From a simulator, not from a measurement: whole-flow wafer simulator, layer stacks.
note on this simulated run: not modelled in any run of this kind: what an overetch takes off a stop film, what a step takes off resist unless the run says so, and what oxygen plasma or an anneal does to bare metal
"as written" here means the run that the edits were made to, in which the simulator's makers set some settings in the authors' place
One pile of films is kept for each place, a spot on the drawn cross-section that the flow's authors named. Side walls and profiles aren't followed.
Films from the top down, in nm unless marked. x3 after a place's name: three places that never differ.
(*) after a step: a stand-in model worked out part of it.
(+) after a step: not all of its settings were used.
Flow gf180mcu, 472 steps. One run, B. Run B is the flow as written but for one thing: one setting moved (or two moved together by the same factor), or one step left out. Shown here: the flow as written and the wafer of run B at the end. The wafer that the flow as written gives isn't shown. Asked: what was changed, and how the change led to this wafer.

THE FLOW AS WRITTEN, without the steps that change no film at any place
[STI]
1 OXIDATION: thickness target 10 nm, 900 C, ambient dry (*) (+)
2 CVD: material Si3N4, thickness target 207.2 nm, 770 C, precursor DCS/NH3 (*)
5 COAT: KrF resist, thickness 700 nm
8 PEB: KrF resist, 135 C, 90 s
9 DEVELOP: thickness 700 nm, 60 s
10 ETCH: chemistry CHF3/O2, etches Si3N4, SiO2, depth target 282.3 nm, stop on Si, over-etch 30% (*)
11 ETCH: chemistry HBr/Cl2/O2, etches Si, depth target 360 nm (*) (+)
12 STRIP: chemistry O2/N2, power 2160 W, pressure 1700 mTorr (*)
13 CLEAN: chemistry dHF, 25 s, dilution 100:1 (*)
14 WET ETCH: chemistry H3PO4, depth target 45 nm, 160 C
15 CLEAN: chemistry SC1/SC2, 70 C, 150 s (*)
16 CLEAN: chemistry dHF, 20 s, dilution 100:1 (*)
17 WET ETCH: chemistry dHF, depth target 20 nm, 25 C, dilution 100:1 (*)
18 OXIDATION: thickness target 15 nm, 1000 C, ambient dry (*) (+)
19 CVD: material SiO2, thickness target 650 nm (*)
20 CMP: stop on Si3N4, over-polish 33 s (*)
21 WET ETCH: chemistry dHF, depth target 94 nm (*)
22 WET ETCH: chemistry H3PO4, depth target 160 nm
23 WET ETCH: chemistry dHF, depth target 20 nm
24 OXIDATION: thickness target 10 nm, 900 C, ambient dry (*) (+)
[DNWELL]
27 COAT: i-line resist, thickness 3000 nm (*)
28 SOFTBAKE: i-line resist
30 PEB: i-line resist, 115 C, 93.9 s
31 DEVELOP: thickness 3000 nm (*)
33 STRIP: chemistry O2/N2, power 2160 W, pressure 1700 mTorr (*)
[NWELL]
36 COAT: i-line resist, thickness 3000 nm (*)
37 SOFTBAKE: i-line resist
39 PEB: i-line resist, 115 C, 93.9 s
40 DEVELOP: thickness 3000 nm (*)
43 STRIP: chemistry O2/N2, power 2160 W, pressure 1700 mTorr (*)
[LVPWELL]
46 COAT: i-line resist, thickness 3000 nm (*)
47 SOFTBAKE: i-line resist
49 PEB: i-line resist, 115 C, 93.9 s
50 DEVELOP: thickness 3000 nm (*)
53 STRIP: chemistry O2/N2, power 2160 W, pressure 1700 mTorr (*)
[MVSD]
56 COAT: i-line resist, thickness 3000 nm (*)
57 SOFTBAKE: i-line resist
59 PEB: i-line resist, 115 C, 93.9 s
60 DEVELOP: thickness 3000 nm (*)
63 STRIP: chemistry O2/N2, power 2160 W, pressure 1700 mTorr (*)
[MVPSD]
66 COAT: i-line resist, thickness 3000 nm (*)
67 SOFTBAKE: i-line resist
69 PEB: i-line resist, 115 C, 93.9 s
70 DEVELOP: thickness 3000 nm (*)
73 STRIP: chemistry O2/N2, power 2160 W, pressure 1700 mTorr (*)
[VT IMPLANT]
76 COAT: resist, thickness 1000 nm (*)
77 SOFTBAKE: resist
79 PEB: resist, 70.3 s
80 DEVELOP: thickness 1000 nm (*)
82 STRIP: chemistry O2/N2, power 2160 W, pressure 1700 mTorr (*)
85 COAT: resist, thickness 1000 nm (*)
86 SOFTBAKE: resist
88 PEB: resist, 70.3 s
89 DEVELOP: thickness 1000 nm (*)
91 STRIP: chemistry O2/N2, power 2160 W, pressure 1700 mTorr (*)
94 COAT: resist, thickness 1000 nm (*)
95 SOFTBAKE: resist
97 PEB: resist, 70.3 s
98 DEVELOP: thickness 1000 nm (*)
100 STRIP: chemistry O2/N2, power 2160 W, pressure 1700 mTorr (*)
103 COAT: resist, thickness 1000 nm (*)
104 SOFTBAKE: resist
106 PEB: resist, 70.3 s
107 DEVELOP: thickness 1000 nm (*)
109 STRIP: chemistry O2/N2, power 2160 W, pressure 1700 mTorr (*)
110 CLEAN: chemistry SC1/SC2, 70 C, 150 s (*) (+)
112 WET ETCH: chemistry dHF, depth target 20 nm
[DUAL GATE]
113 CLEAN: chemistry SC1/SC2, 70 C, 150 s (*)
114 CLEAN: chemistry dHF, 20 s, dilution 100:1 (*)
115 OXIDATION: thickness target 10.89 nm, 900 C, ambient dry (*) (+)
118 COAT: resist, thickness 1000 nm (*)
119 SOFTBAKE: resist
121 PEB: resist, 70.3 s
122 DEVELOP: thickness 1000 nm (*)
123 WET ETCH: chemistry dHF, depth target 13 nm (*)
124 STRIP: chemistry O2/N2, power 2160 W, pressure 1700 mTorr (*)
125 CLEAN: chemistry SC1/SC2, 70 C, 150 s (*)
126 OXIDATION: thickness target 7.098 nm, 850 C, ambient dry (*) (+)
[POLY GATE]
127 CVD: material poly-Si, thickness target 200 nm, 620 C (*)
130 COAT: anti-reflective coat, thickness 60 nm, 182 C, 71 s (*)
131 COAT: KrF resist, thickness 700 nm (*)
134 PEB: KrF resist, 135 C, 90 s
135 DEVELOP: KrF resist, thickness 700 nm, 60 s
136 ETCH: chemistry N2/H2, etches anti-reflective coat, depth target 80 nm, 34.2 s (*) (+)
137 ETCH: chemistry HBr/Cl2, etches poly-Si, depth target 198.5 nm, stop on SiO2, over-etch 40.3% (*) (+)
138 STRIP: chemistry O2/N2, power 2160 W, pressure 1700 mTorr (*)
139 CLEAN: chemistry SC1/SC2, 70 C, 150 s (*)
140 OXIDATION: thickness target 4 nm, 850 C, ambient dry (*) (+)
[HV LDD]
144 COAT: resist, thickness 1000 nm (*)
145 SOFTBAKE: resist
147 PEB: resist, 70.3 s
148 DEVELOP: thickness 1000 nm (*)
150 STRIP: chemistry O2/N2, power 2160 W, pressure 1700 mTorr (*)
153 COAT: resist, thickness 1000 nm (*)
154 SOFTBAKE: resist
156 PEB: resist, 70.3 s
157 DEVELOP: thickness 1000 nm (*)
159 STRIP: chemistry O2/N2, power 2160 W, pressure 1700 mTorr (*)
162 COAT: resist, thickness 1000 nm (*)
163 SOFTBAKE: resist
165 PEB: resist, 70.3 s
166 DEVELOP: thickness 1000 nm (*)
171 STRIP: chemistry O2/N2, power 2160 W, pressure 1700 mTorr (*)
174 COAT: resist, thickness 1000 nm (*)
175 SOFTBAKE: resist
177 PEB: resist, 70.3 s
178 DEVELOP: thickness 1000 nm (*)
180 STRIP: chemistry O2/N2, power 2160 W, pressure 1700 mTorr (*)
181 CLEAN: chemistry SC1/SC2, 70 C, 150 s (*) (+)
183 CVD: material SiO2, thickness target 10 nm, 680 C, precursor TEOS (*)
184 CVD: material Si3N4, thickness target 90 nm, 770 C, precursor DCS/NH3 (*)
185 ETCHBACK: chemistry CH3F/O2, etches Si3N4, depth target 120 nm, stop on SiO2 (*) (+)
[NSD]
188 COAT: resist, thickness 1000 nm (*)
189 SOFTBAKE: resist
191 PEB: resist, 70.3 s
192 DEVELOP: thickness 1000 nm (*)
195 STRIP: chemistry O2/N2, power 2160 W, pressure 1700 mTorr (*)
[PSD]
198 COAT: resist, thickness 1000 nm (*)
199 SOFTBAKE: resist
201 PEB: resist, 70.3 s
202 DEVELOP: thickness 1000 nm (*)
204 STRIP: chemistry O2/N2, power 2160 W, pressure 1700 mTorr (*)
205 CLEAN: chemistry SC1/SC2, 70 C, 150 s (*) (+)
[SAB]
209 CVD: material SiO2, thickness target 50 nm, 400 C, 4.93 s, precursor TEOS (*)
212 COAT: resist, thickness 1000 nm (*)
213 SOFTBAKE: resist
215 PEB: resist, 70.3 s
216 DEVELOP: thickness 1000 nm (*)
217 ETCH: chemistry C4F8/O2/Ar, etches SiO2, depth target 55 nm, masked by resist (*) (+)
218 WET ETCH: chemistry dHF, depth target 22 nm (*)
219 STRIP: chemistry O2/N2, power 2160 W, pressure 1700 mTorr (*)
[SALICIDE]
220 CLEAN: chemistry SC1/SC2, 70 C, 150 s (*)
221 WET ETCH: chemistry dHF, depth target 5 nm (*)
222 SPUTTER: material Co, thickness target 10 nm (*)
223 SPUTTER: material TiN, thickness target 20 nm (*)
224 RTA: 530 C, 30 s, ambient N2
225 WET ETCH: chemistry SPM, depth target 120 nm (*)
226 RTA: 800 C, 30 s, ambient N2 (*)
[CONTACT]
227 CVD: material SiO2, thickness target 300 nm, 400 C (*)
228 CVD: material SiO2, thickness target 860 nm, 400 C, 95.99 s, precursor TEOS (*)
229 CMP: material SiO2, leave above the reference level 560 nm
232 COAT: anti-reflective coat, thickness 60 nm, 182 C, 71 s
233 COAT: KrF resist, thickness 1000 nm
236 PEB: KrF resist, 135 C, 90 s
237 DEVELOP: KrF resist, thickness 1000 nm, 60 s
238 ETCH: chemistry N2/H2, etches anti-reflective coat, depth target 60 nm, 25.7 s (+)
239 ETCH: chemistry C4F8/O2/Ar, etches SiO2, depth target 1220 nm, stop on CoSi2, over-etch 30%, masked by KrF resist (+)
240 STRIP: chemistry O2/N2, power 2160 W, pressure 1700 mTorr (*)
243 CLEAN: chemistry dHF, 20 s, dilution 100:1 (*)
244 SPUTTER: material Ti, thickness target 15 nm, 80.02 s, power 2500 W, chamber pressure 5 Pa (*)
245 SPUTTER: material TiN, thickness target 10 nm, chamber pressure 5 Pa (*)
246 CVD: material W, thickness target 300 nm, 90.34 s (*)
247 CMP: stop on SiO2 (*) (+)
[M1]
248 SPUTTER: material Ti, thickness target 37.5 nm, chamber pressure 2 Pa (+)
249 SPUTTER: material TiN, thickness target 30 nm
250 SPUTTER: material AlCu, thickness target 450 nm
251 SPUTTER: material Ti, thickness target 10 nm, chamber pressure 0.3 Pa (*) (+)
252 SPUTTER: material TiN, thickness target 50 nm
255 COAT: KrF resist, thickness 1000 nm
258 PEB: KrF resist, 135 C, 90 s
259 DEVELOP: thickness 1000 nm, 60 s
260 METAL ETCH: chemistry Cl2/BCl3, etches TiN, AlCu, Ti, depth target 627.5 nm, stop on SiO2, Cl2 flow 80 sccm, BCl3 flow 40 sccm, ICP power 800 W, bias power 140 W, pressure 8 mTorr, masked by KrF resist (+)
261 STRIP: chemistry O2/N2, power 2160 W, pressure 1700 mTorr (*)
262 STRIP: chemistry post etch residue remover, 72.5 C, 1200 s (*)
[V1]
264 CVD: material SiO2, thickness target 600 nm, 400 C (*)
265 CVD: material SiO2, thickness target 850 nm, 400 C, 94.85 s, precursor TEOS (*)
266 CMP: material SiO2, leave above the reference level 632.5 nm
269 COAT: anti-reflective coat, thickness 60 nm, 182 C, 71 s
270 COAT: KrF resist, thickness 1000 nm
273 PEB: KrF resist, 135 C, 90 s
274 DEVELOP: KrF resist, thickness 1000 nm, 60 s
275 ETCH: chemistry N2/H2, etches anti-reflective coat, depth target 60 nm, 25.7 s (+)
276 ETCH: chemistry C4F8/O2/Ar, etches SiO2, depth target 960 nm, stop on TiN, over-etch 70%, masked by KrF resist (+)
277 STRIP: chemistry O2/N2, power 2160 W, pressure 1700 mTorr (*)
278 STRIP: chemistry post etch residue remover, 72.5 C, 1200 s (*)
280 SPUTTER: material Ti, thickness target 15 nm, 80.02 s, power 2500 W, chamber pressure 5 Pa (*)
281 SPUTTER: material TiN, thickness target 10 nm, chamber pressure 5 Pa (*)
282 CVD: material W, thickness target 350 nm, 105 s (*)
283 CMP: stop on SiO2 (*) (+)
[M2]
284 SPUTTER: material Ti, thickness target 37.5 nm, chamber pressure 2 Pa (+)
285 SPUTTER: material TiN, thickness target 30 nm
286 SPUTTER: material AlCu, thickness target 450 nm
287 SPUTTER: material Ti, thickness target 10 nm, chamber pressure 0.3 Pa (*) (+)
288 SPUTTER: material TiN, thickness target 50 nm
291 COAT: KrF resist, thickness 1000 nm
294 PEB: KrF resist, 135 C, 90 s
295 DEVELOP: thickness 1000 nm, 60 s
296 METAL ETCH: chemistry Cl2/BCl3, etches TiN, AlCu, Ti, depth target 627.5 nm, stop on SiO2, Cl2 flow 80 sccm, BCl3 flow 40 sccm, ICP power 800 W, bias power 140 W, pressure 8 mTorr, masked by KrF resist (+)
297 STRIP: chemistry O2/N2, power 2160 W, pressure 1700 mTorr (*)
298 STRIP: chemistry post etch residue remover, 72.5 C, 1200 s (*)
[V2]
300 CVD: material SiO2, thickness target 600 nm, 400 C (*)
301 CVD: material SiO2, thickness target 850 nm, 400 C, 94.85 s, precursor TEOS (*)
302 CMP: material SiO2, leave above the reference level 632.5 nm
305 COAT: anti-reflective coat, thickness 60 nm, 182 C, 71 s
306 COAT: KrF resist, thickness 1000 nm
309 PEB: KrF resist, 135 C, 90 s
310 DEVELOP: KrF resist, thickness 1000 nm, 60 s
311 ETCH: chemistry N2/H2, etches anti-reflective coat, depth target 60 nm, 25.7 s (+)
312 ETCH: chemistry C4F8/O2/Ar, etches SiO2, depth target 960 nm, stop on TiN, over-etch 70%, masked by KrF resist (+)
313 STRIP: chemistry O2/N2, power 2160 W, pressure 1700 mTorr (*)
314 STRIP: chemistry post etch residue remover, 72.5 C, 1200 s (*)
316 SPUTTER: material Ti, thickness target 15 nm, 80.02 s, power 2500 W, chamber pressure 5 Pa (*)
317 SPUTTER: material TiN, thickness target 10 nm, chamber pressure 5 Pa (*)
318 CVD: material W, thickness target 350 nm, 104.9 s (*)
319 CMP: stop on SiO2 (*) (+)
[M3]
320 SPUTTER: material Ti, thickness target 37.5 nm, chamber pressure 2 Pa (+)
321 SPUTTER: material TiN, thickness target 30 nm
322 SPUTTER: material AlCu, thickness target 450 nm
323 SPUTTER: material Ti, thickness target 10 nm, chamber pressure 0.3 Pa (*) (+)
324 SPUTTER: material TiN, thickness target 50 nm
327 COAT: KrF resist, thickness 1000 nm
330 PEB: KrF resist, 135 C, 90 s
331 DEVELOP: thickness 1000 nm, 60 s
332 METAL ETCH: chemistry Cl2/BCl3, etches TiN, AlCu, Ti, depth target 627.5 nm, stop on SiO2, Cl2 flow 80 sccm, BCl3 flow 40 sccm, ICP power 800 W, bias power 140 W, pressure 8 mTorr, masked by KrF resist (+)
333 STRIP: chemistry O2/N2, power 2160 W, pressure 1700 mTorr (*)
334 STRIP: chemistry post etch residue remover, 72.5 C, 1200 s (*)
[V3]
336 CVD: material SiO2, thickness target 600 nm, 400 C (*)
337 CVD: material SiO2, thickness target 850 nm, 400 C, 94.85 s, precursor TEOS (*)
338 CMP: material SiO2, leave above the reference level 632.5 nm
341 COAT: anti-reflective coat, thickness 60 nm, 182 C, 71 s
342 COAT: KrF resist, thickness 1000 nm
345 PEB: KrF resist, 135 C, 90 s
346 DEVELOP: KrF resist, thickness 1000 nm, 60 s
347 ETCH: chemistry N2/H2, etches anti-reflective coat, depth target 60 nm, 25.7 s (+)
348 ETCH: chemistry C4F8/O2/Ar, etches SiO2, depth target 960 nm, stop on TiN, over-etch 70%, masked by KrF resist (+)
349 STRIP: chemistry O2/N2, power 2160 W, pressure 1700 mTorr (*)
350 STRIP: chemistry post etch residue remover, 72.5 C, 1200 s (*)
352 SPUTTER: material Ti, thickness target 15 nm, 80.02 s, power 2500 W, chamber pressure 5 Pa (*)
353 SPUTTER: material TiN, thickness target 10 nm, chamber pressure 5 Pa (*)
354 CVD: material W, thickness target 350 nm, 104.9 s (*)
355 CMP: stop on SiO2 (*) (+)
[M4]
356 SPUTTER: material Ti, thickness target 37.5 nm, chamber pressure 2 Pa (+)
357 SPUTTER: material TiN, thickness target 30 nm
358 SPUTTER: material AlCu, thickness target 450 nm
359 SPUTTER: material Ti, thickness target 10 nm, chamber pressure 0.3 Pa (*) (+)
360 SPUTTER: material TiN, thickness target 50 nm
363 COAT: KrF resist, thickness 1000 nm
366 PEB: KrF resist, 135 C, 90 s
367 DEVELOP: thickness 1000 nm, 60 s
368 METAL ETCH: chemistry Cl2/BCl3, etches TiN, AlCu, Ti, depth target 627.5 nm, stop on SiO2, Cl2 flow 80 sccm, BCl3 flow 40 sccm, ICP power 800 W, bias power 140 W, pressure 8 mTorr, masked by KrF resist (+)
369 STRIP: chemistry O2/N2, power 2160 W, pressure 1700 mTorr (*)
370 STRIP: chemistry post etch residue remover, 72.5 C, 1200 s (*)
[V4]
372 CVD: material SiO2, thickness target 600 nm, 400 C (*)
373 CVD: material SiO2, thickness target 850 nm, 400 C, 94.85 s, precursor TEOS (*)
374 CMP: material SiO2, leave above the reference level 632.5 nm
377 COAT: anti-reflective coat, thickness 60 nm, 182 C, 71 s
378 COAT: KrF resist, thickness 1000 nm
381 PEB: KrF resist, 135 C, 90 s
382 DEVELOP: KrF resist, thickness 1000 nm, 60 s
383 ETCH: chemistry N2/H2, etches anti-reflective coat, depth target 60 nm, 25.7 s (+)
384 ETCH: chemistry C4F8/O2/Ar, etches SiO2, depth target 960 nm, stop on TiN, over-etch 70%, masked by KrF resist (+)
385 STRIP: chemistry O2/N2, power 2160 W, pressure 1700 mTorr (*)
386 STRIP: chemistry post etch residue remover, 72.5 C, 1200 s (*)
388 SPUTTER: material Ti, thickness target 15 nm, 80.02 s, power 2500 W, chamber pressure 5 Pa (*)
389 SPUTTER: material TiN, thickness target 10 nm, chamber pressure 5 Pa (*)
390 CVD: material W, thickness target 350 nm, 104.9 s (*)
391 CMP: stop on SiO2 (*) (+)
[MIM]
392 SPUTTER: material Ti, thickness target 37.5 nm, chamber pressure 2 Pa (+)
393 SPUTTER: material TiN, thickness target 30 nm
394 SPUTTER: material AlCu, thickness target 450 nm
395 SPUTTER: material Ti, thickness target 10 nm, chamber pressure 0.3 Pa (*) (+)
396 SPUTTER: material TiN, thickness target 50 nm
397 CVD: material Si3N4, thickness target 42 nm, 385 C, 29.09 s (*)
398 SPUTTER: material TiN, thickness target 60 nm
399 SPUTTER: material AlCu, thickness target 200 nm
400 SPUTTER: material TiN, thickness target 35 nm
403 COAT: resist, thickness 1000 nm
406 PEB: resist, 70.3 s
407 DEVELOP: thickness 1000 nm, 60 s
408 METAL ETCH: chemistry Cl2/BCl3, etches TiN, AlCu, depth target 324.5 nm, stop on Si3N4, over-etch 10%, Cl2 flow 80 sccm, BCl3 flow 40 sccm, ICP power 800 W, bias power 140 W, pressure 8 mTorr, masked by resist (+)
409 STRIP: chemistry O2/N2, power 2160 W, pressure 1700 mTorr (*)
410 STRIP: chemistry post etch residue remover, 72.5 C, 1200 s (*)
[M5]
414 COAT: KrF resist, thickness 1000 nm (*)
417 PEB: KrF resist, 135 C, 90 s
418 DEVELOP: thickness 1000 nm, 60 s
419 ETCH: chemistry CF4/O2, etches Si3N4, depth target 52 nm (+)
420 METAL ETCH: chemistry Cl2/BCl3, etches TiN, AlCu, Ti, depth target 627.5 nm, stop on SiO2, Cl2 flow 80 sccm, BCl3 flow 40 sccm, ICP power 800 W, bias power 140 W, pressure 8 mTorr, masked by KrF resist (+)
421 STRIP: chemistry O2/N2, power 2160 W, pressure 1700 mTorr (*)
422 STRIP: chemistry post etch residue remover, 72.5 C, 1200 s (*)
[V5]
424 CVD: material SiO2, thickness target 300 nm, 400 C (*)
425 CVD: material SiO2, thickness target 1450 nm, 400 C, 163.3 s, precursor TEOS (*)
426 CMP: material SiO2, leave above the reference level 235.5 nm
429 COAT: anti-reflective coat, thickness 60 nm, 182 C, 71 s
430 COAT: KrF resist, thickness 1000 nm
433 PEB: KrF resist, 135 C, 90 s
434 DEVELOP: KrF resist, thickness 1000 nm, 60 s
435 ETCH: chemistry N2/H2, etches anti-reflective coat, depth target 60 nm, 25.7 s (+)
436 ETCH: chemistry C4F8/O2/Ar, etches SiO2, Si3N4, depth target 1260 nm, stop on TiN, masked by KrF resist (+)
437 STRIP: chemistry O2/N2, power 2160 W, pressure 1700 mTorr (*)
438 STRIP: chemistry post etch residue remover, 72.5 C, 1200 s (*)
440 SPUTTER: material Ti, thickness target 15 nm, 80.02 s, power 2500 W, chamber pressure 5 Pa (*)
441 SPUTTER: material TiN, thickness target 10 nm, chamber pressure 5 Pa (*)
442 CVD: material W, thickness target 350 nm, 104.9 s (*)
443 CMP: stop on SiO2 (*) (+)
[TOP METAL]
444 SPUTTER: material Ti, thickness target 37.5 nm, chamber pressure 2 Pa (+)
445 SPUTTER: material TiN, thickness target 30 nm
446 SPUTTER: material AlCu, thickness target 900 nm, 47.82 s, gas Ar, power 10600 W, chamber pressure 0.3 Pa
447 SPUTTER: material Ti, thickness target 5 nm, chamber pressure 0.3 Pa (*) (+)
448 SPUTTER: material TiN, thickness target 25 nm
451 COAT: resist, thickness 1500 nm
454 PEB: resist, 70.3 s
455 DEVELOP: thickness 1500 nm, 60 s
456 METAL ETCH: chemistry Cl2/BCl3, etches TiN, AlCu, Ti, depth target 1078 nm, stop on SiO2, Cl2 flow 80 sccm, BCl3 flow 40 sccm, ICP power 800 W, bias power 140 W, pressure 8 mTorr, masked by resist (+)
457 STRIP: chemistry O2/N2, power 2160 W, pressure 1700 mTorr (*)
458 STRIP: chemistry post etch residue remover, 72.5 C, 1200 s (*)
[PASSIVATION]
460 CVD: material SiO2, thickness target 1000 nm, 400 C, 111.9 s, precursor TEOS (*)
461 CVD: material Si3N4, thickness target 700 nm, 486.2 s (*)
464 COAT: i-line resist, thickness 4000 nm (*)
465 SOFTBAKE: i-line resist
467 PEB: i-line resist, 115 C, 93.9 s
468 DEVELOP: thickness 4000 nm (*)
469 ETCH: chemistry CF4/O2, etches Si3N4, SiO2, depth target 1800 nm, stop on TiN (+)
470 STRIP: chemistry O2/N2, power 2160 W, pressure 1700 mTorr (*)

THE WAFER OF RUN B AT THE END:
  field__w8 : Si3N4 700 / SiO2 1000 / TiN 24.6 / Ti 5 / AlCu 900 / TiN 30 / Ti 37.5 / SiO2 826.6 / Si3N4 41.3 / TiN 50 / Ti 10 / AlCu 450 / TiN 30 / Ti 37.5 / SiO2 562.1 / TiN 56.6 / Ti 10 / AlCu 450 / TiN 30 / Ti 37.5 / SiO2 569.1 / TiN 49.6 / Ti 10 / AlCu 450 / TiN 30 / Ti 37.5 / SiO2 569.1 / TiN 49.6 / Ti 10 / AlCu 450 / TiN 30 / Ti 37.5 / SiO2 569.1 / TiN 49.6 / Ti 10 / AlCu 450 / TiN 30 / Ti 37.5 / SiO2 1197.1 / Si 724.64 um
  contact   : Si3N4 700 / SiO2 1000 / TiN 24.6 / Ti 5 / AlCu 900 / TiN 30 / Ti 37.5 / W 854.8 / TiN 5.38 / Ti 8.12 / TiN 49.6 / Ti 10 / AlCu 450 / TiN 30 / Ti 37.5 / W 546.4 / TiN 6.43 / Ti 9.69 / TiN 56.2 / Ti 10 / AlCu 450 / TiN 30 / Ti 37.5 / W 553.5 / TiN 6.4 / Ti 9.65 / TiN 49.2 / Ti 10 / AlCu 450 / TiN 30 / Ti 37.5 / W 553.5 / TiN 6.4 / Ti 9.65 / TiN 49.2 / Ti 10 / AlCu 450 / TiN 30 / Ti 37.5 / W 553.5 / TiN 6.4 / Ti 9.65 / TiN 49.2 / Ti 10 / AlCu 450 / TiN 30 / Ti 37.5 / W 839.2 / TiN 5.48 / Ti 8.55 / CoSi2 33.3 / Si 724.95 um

The cause: step 360, SPUTTER: thickness target 57 nm was run, where the flow has thickness target 50 nm.

How the change led to this, step by step:
  360 SPUTTER: material TiN, thickness target 50 nm
      field, field__w1, field__w2 and 108 more: TiN +57 (new film) (as written it would be: TiN +50 (new film))
  368 METAL ETCH: chemistry Cl2/BCl3, etches TiN, AlCu, Ti, depth target 627.5 nm, stop on SiO2, Cl2 flow 80 sccm, BCl3 flow 40 sccm, ICP power 800 W, bias power 140 W, pressure 8 mTorr, masked by KrF resist (+)
      field, field__w1, field__w2 and 103 more: TiN -57 (all of it), Ti -10 (all of it), AlCu -450 (all of it), TiN -30 (all of it), Ti -37.5 (all of it) (as written it would be: TiN -50 (all of it), Ti -10 (all of it), AlCu -450 (all of it), TiN -30 (all of it), Ti -37.5 (all of it))
